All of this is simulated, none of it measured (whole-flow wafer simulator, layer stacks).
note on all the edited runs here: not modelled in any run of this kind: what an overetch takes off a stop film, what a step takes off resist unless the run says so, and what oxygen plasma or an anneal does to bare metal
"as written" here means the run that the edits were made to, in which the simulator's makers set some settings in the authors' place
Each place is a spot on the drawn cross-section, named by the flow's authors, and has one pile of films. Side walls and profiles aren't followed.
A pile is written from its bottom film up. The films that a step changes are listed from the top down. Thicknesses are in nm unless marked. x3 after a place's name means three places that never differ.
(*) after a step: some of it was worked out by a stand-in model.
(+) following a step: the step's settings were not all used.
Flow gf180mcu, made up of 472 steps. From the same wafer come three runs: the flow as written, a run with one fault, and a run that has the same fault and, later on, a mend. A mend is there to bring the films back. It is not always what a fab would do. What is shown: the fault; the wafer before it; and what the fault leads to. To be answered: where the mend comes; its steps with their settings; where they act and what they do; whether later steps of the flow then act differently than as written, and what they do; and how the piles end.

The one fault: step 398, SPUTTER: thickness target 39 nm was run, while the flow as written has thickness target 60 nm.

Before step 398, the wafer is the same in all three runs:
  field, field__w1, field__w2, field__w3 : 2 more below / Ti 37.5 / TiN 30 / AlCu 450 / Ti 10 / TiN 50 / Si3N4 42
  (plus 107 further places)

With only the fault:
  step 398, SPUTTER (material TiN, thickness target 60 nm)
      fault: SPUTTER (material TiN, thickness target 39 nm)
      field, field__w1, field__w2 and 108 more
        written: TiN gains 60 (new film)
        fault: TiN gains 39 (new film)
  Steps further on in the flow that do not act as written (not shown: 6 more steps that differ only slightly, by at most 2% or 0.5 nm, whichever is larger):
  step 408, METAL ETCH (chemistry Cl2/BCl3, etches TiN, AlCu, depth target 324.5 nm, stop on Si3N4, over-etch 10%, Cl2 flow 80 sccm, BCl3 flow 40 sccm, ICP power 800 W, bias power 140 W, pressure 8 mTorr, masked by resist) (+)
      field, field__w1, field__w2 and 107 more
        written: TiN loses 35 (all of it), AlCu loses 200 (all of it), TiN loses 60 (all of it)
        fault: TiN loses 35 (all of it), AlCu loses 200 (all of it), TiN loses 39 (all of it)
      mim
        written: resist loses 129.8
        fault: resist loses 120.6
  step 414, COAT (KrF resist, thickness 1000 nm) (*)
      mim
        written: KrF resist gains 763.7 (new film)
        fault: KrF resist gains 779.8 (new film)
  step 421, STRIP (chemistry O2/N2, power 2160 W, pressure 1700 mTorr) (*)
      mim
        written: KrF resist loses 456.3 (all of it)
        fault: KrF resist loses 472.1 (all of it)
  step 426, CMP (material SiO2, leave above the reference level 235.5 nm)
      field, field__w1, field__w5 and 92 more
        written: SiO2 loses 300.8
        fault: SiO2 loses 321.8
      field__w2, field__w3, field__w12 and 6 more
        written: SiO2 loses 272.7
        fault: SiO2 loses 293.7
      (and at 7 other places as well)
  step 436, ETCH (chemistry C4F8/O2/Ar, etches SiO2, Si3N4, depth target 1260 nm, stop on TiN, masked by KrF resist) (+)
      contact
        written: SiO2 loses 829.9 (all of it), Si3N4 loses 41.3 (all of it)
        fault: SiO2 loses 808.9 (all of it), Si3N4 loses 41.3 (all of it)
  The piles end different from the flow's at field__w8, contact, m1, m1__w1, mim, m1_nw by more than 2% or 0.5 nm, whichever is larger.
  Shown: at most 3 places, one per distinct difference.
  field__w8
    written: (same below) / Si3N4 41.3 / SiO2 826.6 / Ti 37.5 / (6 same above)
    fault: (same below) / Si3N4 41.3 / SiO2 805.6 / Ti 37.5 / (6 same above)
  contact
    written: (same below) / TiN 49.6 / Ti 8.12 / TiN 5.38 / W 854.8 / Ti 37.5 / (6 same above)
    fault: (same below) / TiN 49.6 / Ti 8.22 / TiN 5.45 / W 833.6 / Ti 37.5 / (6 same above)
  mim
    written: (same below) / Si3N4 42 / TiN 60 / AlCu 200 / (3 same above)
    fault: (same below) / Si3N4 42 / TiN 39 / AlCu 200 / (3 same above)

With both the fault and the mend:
  The mend follows step 398.
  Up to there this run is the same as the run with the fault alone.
  step 398a, SPUTTER (material TiN, thickness target 21 nm) (the flow's step 398, run once more with other settings)
      field, field__w1, field__w2 and 108 more
        TiN gains 21
  Every later step of the flow that is run acts as written at every place that is followed.
  By the end, the piles equal the flow's at every place that both follow.
